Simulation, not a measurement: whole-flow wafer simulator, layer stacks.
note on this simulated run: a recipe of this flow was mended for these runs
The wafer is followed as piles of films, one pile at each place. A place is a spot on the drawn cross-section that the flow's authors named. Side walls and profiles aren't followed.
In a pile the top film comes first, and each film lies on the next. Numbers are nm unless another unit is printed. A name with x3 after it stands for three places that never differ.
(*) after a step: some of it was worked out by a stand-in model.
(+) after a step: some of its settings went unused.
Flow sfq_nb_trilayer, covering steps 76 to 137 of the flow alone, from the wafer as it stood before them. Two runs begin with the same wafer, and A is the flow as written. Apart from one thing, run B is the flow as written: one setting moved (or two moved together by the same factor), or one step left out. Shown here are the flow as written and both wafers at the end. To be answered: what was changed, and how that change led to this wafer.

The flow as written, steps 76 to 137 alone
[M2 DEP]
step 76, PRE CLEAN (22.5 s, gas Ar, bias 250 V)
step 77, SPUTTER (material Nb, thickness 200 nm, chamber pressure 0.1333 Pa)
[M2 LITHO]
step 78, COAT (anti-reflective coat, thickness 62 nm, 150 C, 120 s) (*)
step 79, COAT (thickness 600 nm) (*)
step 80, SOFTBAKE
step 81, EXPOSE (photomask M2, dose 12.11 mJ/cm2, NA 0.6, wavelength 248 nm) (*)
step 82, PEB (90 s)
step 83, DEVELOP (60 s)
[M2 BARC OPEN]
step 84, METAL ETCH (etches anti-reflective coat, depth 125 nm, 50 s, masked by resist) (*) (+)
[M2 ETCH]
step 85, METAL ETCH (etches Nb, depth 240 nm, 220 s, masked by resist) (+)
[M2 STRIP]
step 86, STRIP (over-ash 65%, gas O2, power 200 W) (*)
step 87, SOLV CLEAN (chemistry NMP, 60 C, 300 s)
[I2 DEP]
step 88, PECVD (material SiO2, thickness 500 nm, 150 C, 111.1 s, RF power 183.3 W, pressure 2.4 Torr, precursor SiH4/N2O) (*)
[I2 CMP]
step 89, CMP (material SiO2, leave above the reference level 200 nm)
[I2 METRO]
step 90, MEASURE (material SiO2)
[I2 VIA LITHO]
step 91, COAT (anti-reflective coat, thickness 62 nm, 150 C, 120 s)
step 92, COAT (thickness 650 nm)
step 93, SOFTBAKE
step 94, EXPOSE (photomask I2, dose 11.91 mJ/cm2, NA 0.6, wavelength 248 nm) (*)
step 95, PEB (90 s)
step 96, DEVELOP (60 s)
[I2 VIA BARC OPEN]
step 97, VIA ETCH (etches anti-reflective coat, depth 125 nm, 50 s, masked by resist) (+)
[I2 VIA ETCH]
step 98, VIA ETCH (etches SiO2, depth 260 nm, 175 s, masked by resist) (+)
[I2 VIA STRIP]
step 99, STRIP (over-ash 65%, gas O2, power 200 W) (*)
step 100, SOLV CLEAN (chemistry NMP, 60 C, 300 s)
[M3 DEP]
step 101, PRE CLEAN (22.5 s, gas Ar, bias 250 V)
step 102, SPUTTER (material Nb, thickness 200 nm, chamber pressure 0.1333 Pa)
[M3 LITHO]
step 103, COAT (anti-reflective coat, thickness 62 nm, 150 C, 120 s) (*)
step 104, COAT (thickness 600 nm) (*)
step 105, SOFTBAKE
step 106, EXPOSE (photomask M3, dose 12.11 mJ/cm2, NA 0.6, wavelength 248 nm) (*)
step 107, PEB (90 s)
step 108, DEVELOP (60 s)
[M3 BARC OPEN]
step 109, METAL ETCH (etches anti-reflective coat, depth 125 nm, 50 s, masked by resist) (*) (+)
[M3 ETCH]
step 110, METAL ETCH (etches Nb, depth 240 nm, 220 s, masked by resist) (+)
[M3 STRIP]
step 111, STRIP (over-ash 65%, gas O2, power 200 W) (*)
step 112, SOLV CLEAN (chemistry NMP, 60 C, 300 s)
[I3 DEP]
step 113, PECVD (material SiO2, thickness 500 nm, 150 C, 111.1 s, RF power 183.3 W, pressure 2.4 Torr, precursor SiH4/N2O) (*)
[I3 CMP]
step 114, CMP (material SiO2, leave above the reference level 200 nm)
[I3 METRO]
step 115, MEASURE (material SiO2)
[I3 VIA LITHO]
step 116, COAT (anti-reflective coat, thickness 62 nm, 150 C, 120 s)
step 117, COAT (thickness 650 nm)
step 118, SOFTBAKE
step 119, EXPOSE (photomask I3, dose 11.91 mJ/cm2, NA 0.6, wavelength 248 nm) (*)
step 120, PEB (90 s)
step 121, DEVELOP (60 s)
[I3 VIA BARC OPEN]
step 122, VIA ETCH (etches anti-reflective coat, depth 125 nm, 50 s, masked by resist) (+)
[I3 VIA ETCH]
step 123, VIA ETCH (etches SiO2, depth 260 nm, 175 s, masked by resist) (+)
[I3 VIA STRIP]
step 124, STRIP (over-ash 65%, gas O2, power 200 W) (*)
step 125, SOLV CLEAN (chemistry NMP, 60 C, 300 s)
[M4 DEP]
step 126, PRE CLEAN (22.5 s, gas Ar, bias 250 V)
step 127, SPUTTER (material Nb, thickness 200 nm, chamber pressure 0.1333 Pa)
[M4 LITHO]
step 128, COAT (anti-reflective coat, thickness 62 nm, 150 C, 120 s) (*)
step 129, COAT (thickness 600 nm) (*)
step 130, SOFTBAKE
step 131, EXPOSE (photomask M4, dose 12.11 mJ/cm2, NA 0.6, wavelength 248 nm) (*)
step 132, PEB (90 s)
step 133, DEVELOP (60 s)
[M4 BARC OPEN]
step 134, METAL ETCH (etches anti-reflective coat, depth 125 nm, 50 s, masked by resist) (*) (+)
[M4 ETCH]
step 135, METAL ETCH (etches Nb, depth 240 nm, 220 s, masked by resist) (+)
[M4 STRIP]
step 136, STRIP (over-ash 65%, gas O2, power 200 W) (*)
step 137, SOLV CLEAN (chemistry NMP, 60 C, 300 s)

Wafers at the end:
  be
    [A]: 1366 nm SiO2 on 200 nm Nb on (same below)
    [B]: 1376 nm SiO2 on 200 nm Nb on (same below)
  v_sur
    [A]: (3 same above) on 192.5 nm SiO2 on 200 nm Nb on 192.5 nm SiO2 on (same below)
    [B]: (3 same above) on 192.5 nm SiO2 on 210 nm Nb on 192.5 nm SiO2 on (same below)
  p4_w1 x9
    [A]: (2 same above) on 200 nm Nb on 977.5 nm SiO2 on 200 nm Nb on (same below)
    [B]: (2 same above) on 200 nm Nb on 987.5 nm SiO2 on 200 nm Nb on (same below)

The reason: step 77, SPUTTER: thickness 210 nm was run, though the flow has thickness 200 nm.
One can read it off the wafer: v_sur has Nb 210, and step 77 as written asks for 200 nm.

The path from the change to this, step by step:
  step 77, SPUTTER (material Nb, thickness 200 nm, chamber pressure 0.1333 Pa)
      field_l, v_sur, via_wl and 102 more: A Nb gains 200 (new film) | B Nb gains 210 (new film)
      via_v: A Nb gains 172.8 | B Nb gains 181.4
  step 85, METAL ETCH (etches Nb, depth 240 nm, 220 s, masked by resist) (+)
      field_l, be, be_sur and 81 more: A Nb loses 200 (all of it), SiO2 loses 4 | B Nb loses 210 (all of it), SiO2 loses 3
  step 89, CMP (material SiO2, leave above the reference level 200 nm)
      field_l, be, be_sur and 81 more: A SiO2 loses 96 | B SiO2 loses 87
